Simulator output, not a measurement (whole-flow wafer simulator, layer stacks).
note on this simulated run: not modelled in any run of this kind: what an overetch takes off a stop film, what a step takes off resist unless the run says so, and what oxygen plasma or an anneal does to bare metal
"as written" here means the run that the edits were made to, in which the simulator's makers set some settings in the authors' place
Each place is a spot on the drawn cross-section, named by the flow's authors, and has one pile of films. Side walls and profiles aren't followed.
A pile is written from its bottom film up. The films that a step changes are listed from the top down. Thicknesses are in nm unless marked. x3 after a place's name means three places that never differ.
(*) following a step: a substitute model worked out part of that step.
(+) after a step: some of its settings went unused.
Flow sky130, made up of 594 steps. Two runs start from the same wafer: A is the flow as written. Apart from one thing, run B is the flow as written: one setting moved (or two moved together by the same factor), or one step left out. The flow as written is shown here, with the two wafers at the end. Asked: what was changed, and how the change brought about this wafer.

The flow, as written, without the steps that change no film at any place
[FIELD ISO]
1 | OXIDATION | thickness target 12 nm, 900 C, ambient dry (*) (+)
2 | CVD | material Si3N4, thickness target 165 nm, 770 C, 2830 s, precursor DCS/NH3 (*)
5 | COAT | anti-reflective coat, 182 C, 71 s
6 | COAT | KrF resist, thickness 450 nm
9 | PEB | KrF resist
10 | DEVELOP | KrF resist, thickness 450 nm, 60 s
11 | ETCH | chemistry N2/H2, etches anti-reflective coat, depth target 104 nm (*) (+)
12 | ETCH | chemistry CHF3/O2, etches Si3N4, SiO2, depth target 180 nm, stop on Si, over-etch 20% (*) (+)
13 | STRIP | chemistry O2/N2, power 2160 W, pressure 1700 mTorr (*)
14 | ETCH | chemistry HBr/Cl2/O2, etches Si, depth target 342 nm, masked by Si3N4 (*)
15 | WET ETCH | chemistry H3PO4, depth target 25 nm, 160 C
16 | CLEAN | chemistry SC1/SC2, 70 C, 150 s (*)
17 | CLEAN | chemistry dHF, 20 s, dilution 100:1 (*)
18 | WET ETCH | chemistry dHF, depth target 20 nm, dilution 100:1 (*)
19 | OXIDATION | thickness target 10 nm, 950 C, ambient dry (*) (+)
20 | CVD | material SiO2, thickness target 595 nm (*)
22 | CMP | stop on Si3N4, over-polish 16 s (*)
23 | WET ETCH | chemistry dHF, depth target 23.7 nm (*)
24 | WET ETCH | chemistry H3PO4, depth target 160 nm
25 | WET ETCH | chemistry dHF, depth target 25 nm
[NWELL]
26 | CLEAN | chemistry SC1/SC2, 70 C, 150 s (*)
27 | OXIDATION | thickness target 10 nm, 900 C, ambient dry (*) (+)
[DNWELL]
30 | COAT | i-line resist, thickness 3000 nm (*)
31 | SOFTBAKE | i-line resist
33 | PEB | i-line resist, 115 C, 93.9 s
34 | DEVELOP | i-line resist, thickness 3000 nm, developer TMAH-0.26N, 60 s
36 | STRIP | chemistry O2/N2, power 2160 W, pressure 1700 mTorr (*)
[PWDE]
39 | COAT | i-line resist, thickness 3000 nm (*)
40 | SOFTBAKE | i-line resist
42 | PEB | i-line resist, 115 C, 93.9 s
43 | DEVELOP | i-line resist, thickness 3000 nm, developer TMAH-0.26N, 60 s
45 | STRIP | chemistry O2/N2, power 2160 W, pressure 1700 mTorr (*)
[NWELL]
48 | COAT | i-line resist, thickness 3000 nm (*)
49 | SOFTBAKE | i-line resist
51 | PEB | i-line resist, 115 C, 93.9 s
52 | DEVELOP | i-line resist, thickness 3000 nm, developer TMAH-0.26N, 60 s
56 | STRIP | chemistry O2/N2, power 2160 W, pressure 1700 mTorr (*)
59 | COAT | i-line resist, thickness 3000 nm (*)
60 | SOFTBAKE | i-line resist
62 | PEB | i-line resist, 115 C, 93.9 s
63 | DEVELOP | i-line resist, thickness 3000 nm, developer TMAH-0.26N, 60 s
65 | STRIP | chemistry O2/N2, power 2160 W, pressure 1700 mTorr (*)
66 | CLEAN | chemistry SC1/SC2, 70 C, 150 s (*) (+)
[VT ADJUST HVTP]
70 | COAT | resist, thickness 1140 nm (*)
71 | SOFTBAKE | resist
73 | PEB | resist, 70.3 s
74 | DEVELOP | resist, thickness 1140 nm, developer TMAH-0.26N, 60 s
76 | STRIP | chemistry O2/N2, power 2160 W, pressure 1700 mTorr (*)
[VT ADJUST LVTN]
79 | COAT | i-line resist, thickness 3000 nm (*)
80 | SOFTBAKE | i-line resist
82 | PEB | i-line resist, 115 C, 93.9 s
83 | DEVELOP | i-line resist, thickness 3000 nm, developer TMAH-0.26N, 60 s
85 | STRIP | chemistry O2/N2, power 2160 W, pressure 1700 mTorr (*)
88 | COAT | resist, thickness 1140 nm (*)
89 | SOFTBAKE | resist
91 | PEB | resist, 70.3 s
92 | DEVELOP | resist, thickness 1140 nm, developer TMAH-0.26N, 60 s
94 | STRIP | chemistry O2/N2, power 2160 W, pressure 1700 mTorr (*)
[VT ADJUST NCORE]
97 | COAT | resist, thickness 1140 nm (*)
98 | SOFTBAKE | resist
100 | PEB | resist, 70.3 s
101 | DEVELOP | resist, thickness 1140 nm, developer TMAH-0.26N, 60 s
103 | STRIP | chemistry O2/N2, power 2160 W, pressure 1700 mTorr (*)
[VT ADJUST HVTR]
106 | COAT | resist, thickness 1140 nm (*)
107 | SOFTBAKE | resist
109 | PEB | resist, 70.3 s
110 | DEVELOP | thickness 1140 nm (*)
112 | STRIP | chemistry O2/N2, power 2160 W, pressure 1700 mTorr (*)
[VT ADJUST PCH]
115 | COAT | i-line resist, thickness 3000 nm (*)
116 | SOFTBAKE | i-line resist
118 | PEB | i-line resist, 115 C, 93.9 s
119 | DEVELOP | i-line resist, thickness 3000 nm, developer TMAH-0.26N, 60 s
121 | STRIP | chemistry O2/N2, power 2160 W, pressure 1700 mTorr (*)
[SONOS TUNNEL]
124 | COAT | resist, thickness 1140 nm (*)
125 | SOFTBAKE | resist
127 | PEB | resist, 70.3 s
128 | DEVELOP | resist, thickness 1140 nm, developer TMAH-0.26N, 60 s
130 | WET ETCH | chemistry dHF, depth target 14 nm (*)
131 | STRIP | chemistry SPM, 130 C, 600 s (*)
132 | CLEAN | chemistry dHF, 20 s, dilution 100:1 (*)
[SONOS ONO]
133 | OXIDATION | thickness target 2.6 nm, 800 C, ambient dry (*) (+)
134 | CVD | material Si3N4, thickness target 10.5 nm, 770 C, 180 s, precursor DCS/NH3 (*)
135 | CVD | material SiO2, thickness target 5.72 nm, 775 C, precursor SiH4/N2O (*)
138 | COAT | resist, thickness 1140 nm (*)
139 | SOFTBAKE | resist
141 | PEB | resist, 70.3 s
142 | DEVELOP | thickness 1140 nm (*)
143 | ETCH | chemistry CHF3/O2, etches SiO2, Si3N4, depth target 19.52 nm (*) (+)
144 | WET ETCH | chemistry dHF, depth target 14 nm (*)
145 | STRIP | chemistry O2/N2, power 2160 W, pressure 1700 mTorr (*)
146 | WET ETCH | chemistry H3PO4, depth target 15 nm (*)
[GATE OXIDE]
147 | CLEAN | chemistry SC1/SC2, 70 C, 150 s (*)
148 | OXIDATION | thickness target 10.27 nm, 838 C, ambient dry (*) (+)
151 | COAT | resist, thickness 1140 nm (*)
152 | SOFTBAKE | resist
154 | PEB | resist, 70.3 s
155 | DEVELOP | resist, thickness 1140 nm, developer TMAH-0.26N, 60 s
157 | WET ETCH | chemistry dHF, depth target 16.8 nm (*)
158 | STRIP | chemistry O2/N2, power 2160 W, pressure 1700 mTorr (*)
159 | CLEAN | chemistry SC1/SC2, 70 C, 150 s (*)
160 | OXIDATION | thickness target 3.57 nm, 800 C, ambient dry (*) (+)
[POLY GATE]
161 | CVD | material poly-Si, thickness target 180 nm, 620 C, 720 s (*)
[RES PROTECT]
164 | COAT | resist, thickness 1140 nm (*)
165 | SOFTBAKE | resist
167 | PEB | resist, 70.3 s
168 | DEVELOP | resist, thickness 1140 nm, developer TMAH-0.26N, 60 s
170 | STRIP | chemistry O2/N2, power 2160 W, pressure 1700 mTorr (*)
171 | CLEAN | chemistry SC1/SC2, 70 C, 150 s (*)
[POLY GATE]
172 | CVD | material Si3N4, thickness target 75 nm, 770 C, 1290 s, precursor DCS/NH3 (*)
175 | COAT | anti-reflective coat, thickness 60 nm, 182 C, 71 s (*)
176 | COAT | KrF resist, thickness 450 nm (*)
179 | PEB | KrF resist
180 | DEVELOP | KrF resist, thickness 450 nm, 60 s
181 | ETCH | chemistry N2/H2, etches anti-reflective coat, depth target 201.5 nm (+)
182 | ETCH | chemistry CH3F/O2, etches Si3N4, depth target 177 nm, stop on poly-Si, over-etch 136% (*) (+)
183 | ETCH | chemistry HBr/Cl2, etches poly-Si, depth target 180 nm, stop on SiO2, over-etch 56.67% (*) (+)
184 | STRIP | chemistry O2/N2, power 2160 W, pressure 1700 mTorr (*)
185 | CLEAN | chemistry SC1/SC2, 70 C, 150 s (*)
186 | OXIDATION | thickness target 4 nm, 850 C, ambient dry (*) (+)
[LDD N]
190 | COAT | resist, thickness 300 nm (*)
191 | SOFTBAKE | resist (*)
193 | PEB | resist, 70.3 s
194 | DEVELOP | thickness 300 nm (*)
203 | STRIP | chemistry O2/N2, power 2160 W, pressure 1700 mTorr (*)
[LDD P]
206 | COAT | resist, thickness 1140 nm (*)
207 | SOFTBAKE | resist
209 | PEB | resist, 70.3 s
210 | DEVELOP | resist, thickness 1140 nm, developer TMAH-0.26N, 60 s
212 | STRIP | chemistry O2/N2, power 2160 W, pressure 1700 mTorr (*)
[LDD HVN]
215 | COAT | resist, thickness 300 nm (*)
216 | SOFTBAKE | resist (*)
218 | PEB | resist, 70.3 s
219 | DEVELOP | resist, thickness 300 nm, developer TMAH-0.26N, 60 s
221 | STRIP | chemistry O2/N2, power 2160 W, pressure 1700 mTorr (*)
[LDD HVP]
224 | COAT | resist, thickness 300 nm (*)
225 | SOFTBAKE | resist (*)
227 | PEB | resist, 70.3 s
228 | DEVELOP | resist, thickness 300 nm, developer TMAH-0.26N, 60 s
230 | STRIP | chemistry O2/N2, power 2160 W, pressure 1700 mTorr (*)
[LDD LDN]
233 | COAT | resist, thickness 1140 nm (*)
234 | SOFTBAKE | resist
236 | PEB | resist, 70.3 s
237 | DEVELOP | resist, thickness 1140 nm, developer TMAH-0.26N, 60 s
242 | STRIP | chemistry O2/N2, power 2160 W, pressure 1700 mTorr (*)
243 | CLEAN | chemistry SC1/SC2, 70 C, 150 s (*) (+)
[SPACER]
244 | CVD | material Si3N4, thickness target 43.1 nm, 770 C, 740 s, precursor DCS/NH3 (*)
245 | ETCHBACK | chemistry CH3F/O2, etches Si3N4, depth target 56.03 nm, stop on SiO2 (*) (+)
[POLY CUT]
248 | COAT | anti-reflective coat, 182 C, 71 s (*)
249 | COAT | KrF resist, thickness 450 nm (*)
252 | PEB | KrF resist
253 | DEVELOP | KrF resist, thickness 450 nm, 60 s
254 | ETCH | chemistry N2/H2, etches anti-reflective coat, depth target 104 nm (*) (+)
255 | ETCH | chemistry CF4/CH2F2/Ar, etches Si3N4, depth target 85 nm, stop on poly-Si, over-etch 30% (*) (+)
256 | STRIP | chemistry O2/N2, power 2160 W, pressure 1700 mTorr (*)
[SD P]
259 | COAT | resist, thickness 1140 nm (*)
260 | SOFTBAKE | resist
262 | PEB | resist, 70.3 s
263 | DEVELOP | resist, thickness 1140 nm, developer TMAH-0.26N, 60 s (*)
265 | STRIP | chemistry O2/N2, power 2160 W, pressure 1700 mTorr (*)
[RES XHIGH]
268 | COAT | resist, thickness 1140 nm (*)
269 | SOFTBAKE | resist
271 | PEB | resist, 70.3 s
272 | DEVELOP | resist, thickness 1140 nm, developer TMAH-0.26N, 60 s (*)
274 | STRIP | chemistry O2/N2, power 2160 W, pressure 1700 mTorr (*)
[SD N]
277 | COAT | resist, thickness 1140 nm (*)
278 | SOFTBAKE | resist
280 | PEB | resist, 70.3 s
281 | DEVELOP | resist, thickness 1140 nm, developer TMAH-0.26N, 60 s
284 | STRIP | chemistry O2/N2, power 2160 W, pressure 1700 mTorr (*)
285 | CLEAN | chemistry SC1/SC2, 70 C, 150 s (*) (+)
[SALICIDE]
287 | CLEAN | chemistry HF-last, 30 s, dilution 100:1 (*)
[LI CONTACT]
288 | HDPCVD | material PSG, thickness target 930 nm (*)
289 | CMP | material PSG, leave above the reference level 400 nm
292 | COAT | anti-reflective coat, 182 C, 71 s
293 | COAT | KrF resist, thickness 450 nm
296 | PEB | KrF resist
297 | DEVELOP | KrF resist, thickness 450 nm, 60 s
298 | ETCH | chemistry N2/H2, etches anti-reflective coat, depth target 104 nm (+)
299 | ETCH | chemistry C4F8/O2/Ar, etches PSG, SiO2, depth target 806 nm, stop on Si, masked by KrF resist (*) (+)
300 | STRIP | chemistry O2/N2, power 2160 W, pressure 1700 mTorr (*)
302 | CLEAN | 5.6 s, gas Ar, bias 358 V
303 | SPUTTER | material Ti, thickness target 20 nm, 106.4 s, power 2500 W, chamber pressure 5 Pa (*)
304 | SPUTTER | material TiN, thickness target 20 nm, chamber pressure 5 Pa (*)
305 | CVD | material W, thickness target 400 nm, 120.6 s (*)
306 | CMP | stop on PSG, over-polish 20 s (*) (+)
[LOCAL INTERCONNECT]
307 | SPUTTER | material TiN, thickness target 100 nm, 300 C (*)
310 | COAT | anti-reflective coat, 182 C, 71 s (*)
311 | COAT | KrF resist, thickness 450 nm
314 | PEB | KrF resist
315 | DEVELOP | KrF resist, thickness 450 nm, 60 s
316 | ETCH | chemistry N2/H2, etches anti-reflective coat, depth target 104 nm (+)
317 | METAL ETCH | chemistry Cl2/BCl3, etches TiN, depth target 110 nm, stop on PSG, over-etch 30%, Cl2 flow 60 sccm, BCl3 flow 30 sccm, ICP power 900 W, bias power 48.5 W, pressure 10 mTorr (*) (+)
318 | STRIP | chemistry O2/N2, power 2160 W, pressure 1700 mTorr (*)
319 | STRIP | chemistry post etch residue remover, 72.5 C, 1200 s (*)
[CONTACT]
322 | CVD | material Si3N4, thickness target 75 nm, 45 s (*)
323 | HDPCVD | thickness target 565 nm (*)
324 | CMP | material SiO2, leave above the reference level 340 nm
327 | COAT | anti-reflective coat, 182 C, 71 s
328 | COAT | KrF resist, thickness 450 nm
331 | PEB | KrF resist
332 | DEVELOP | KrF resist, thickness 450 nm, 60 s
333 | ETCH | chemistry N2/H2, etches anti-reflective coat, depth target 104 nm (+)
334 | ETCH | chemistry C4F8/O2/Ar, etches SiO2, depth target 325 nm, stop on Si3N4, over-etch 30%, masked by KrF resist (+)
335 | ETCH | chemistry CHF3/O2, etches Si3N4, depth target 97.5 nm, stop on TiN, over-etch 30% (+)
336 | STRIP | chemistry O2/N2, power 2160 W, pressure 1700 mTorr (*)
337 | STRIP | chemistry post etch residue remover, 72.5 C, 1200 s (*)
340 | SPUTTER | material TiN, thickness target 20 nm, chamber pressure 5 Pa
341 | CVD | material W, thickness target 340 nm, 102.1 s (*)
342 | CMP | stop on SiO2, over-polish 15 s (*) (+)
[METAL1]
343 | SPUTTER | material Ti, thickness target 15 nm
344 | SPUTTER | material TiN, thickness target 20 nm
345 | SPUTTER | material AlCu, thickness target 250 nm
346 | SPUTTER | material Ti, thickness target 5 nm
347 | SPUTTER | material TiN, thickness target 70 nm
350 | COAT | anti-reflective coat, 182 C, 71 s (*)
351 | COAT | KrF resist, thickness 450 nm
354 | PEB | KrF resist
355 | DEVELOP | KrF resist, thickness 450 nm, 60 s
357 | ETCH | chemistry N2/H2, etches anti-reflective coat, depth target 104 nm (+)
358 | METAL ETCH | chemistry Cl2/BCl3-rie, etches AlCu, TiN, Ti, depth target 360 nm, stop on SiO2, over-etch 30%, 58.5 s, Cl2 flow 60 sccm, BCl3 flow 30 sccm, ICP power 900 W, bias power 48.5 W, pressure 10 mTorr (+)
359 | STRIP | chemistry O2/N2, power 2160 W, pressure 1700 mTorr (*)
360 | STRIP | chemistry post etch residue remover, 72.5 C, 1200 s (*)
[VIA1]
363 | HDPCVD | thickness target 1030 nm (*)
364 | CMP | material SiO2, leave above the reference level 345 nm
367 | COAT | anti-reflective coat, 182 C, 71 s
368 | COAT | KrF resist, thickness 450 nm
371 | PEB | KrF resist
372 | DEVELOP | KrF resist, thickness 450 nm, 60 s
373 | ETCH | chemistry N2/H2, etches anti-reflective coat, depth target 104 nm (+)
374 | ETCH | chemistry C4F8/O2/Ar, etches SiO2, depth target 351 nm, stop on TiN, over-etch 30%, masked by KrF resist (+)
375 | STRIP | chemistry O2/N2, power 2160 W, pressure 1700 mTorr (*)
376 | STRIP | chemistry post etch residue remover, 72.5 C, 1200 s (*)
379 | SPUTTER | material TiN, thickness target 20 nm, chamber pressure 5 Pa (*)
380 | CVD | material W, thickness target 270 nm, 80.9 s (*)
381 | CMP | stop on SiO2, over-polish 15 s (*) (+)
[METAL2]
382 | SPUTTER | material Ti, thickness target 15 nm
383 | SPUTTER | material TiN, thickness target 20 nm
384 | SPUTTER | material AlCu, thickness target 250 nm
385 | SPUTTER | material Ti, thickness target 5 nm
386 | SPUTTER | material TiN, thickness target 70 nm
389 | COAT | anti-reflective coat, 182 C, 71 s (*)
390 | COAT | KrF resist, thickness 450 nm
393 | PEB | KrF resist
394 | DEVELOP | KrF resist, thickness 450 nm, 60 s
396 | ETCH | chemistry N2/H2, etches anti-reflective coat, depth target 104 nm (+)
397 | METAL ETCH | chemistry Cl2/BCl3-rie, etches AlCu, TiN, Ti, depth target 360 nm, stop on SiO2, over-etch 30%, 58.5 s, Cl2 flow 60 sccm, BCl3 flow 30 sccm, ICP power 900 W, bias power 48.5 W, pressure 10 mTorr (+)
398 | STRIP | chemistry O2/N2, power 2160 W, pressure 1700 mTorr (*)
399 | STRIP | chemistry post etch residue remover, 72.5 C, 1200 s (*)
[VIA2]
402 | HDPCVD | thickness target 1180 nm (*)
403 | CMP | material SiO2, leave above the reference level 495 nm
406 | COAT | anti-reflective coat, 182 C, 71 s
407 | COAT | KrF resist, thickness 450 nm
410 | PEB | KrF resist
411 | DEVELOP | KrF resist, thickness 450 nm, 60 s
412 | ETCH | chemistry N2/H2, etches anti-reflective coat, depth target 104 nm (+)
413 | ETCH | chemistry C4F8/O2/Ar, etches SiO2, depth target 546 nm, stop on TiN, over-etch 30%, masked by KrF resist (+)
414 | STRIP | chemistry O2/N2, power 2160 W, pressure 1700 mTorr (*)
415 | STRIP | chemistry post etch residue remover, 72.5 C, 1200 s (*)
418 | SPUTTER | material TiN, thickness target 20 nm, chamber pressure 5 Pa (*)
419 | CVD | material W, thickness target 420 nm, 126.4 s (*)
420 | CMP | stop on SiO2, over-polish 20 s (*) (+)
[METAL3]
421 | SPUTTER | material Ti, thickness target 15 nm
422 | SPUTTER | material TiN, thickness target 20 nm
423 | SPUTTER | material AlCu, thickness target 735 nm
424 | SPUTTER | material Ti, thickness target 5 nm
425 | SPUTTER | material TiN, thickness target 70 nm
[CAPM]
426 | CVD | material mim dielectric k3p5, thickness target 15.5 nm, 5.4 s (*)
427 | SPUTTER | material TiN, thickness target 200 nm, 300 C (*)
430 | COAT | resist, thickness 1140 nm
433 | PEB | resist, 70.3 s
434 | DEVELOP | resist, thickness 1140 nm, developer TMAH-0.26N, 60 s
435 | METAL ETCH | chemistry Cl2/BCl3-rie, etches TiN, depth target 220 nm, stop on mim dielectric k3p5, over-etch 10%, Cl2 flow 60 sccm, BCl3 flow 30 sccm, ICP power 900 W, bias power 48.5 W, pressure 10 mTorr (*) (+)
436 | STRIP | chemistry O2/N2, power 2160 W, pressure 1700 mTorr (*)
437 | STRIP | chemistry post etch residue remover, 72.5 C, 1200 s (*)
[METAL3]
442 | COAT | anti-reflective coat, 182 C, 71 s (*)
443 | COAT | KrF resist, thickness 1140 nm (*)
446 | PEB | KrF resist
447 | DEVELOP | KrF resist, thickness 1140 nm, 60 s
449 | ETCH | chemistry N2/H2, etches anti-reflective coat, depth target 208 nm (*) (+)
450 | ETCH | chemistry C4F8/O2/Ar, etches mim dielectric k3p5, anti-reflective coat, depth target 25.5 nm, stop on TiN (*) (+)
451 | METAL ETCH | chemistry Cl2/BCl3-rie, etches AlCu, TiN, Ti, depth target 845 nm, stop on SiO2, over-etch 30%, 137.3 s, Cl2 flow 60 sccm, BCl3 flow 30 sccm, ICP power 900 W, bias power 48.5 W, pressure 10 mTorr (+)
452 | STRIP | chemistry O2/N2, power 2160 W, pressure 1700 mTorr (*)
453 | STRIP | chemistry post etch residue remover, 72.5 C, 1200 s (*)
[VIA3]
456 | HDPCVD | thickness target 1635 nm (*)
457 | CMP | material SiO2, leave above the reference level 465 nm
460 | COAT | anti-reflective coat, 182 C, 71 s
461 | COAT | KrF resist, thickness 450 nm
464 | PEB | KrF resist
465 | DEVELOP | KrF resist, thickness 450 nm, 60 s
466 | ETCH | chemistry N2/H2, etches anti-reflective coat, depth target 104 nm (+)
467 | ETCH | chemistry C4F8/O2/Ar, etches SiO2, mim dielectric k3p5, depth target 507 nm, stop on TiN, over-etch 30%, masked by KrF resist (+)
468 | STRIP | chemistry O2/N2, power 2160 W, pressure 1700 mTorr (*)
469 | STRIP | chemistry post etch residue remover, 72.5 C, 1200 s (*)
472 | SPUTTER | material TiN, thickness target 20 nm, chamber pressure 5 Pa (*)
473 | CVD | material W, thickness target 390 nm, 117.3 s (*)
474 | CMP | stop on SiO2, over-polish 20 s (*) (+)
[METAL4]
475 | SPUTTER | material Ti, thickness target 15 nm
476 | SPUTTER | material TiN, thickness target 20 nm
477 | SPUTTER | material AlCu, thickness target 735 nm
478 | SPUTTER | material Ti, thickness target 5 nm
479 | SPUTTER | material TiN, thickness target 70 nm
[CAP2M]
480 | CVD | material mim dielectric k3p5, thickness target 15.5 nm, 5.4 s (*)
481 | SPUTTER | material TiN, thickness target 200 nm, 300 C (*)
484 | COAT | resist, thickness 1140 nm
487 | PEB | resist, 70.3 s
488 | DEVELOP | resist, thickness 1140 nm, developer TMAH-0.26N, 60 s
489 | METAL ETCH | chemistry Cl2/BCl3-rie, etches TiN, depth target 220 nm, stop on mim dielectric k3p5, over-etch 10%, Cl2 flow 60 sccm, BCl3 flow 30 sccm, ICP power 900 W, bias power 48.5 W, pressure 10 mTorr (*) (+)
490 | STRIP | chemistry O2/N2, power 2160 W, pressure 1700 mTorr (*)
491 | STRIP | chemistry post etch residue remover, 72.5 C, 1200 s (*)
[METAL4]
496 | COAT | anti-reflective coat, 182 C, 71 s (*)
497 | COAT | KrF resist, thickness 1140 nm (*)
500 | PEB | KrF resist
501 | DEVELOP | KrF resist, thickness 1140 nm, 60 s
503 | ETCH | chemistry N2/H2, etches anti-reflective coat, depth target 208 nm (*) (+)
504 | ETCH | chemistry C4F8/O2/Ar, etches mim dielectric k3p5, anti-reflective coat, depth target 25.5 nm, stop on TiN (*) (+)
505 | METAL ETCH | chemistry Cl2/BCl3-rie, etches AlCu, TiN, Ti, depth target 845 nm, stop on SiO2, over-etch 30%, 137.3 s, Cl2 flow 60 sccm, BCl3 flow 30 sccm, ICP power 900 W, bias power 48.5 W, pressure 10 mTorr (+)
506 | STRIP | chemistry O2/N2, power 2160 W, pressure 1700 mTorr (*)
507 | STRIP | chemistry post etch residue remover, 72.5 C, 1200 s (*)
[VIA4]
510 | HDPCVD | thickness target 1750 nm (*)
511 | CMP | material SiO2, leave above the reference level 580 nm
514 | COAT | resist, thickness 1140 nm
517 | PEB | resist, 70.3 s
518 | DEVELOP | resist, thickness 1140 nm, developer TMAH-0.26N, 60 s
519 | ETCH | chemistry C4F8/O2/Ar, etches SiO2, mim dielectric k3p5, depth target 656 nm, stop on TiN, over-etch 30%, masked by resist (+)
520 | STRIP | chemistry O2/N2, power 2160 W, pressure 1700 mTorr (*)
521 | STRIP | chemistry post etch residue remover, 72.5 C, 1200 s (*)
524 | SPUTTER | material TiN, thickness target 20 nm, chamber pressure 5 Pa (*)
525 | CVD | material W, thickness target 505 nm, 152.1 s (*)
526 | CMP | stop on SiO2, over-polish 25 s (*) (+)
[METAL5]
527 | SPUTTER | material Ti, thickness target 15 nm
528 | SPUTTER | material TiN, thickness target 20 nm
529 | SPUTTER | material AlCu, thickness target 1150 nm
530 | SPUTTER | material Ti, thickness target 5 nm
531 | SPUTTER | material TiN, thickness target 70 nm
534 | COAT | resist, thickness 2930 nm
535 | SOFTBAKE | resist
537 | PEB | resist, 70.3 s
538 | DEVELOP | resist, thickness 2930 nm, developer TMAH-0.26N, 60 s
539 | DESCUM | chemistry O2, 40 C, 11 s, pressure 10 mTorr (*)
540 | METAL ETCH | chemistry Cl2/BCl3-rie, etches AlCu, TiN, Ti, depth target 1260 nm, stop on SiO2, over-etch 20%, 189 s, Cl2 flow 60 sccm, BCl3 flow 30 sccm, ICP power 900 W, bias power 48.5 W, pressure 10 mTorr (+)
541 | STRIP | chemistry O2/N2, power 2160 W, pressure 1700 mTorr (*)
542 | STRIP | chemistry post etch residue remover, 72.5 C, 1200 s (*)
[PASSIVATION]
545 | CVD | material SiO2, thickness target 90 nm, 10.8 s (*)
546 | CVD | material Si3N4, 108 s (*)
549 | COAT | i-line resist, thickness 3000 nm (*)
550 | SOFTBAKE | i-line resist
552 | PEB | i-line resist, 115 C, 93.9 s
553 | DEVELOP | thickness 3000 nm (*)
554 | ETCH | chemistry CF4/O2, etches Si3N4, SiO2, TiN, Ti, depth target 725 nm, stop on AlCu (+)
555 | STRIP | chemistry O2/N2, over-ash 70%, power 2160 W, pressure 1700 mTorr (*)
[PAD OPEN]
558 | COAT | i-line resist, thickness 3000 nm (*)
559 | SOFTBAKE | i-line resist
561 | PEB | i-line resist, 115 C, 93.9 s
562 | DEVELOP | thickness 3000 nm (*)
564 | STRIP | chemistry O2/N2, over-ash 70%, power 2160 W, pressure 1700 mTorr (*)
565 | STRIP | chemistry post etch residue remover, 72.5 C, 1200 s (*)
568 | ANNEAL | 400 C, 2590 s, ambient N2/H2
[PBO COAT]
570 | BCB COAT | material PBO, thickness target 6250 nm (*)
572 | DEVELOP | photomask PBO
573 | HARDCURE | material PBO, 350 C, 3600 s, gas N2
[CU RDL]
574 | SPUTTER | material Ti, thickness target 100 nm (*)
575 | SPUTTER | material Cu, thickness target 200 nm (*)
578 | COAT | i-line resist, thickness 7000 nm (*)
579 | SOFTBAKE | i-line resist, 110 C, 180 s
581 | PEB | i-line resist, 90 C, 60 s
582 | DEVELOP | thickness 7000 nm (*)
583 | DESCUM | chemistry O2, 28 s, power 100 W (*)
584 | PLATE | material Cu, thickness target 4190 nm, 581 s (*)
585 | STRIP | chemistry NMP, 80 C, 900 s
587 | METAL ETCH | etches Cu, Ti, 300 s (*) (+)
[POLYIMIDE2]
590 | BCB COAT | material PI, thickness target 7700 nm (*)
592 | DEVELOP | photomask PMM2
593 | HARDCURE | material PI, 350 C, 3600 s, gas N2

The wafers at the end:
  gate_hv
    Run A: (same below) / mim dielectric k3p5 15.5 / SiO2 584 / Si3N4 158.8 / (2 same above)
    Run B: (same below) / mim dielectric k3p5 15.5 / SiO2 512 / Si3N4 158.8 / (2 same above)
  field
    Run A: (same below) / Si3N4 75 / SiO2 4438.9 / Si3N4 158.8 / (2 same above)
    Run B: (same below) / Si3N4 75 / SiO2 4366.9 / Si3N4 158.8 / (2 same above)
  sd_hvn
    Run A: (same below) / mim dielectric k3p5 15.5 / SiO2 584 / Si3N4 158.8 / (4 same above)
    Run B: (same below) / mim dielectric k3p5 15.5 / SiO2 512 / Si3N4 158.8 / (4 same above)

Cause: step 511, CMP: leave above the reference level 508 nm was run, though the flow has leave above the reference level 580 nm.

How this came from the change, step by step:
  511 | CMP | material SiO2, leave above the reference level 580 nm
      n_well, p_well, gate_hv and 99 more: A SiO2 loses 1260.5 | B SiO2 loses 1332.5
      field, active, gate and 77 more: A SiO2 loses 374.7 | B SiO2 loses 446.7
      (and at 11 other places as well)
  519 | ETCH | chemistry C4F8/O2/Ar, etches SiO2, mim dielectric k3p5, depth target 656 nm, stop on TiN, over-etch 30%, masked by resist (+)
      field, active, n_well and 188 more: A resist loses 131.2 | B resist loses 112.7
      m1: A SiO2 loses 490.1 (all of it), mim dielectric k3p5 loses 15.5 (all of it) | B SiO2 loses 418.1 (all of it), mim dielectric k3p5 loses 15.5 (all of it)
      (and at 1 other place as well)
  525 | CVD | material W, thickness target 505 nm, 152.1 s (*)
      m1: A W gains 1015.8 (new film) | B W gains 943.3 (new film)
      via4_hole: A W gains 1015.2 (new film) | B W gains 942.7 (new film)
